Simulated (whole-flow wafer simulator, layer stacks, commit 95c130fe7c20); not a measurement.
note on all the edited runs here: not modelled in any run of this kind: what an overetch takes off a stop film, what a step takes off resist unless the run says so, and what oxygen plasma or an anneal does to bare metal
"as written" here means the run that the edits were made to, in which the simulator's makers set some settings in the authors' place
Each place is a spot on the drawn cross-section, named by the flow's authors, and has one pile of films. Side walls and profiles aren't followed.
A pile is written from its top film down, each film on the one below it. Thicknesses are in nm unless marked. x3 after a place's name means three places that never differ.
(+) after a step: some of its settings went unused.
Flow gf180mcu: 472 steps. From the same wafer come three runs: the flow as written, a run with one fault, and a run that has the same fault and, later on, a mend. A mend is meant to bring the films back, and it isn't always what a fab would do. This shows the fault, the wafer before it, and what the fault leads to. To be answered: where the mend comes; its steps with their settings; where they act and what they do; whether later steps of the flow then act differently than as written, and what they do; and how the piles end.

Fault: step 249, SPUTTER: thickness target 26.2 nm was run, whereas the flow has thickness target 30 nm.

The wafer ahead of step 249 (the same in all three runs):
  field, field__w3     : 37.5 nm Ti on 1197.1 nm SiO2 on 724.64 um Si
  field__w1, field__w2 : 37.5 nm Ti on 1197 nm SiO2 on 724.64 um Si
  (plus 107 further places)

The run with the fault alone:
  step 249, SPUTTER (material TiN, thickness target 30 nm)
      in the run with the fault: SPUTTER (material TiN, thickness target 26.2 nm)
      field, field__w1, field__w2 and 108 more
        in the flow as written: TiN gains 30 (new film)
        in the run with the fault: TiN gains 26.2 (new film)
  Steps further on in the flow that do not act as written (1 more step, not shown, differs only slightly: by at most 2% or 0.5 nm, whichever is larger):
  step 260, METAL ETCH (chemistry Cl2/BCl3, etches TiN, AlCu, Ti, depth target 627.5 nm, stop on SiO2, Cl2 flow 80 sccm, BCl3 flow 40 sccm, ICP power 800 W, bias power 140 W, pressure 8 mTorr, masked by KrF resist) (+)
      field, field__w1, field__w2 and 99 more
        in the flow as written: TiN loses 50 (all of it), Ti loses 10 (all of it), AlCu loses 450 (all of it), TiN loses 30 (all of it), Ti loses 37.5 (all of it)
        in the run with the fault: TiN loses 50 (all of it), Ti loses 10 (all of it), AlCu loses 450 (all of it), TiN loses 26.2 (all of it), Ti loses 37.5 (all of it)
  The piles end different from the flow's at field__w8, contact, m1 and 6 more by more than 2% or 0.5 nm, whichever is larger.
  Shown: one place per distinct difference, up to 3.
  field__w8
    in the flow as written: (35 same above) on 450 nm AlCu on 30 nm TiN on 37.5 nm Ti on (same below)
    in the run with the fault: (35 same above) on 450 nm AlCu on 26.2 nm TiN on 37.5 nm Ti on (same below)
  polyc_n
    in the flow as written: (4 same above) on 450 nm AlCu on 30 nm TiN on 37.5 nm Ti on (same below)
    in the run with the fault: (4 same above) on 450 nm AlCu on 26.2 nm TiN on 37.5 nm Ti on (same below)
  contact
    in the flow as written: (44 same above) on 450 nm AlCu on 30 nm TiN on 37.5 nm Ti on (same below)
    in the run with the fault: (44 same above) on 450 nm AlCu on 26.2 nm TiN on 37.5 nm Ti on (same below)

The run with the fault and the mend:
  The mend stands after step 249.
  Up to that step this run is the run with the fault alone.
  step 249a, SPUTTER (material TiN, thickness target 3.8 nm) (the flow's step 249, run once more with other settings)
      field, field__w1, field__w2 and 108 more
        TiN gains 3.8
  None of the later steps of the flow acts differently than as written at any place that is followed.
  The piles end the same as the flow's at every place that both follow.
